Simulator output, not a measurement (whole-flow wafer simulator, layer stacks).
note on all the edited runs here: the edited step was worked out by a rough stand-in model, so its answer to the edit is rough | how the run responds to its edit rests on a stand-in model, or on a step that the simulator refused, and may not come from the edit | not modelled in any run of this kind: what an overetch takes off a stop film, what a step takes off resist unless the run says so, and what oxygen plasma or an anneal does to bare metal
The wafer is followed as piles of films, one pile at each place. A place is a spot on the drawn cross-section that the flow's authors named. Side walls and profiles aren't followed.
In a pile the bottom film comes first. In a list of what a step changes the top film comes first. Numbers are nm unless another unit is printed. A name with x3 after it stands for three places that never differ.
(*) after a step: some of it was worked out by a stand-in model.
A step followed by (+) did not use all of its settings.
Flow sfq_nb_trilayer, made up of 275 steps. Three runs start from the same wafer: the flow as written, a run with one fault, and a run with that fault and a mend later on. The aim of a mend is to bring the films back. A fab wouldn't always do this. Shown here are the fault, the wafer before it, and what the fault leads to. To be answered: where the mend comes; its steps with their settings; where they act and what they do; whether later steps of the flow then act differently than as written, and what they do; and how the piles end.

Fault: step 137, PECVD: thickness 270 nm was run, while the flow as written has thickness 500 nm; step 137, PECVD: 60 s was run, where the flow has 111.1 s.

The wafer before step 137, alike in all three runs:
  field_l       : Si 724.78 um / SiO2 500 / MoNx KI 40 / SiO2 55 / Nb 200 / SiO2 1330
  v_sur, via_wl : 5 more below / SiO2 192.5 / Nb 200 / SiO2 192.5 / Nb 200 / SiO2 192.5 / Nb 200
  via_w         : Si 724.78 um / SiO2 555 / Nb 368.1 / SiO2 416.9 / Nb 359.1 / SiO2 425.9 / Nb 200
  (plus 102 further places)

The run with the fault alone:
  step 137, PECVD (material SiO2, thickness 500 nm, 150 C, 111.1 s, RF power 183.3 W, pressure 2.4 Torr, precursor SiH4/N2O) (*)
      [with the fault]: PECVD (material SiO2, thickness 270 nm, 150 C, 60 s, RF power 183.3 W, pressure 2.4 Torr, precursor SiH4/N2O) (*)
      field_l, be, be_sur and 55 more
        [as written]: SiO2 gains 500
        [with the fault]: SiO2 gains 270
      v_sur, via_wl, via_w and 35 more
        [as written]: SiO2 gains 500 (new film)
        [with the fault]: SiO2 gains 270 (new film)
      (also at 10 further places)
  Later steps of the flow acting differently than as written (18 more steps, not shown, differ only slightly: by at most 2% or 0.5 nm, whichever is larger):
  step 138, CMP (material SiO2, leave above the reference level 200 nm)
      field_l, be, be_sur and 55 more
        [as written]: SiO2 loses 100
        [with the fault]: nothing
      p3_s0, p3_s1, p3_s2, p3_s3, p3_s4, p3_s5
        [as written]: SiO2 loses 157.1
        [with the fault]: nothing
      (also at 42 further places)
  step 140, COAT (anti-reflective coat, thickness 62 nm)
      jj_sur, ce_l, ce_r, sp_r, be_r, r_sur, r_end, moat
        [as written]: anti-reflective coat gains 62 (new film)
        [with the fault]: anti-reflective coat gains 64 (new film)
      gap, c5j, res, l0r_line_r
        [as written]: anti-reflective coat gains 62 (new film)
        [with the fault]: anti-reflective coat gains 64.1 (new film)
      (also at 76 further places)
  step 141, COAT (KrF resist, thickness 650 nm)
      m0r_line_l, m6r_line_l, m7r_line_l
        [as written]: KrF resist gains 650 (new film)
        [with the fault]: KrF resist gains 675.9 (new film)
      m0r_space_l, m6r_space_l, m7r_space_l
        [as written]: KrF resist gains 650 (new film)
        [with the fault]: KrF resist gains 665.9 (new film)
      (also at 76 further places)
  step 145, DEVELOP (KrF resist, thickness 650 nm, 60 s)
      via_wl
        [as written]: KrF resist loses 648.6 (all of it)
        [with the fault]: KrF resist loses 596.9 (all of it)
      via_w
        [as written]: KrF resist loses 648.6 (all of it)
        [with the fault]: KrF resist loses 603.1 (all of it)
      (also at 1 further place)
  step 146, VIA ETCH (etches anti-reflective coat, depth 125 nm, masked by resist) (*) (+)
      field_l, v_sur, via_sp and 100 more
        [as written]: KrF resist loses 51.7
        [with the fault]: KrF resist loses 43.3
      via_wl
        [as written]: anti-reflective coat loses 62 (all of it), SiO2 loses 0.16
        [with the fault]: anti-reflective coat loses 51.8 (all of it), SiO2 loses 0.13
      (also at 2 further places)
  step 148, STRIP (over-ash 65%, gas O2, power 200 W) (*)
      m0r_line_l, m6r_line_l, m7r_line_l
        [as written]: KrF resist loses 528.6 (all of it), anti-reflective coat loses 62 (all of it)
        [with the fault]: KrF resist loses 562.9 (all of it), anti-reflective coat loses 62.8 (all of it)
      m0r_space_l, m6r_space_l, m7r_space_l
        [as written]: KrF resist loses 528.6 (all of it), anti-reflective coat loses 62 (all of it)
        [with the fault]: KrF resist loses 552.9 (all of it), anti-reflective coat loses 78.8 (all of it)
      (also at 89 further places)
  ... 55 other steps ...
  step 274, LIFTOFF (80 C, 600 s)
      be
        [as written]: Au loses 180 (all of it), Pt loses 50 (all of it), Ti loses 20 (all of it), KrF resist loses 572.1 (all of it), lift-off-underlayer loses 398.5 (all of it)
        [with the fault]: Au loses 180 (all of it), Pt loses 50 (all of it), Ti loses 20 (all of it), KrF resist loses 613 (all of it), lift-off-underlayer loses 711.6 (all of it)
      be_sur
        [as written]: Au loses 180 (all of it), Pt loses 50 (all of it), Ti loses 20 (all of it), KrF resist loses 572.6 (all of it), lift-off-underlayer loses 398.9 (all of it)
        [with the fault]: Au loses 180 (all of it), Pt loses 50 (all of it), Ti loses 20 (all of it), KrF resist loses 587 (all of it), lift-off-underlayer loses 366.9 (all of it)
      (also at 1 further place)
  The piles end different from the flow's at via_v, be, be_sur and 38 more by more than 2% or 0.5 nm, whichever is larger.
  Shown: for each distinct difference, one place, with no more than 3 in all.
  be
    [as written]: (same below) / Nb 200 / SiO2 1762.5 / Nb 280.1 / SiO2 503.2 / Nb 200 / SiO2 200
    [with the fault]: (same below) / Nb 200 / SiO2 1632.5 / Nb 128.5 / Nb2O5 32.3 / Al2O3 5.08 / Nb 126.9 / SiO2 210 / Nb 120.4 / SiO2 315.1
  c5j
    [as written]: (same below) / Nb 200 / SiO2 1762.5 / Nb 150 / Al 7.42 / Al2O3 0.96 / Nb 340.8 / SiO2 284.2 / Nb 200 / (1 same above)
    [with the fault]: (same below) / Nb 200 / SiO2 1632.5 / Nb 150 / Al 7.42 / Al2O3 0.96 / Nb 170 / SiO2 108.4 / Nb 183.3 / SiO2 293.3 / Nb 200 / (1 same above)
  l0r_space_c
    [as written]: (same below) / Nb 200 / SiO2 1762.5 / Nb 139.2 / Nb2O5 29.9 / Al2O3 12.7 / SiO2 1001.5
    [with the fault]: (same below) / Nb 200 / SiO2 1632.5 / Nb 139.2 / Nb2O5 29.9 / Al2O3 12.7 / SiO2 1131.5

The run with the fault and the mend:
  After step 137 comes the mend.
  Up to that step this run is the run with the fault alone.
  step 137a, PECVD (material SiO2, thickness 230 nm, 150 C, 51.11 s, RF power 183.3 W, pressure 2.4 Torr, precursor SiH4/N2O) (*) (a further turn of the flow's step 137, with different settings)
      field_l, v_sur, via_wl and 99 more
        SiO2 gains 230
      lsp_r, l0_sur, l0v
        SiO2 gains 226.5
      via_v
        SiO2 gains 262.8
  Later steps of the flow acting differently than as written:
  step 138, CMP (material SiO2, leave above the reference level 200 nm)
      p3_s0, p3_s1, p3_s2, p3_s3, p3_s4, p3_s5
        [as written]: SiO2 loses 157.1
        [with the mend]: SiO2 loses 100
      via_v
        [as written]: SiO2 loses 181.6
        [with the mend]: SiO2 loses 60.5
  By the end, the piles equal the flow's at every place that both follow.
